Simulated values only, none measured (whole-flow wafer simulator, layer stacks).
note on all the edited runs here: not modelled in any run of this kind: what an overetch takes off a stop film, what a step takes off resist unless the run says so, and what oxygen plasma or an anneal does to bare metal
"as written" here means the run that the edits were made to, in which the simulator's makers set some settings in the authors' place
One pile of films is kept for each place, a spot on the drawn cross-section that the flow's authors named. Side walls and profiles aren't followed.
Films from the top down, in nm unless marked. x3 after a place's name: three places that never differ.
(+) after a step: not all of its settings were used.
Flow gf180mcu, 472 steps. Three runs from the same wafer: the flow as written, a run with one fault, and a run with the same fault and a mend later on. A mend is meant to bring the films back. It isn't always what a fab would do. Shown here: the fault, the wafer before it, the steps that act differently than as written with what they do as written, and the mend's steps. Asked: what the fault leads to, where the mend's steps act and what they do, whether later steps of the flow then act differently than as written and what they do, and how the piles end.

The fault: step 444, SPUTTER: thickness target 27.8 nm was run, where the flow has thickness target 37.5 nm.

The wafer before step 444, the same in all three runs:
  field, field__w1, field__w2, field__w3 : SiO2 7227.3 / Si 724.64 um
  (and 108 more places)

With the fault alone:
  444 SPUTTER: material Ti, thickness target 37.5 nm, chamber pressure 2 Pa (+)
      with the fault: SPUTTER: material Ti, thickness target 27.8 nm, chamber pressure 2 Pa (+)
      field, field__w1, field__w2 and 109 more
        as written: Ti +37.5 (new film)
        with the fault: Ti +27.8 (new film)
  Later steps of the flow that act differently than as written (5 more steps differ only slightly, by at most 2% or 0.5 nm, whichever is larger, and aren't shown):
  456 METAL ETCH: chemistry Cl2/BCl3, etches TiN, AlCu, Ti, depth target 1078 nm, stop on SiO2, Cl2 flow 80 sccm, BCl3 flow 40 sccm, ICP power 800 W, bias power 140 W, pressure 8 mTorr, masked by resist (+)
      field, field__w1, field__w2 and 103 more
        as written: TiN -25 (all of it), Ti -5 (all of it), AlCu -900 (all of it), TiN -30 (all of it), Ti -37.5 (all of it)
        with the fault: TiN -25 (all of it), Ti -5 (all of it), AlCu -900 (all of it), TiN -30 (all of it), Ti -27.8 (all of it)
  At the end the piles differ from the flow's by more than 2% or 0.5 nm, whichever is larger, at field__w8, contact, m1, m1__w1, pad, m1_nw.
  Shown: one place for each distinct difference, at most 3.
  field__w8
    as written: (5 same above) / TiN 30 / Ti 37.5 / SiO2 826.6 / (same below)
    with the fault: (5 same above) / TiN 30 / Ti 27.8 / SiO2 826.6 / (same below)
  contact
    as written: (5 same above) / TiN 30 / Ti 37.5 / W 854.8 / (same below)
    with the fault: (5 same above) / TiN 30 / Ti 27.8 / W 854.8 / (same below)
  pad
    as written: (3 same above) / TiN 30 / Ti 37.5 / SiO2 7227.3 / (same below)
    with the fault: (3 same above) / TiN 30 / Ti 27.8 / SiO2 7227.3 / (same below)

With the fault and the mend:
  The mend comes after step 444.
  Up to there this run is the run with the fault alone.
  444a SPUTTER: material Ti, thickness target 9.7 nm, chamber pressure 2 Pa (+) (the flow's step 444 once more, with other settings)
      field, field__w1, field__w2 and 109 more
        Ti +9.7
  No later step of the flow acts differently than as written at any place that is followed.
  At the end the piles are the same as the flow's at every place that both follow.
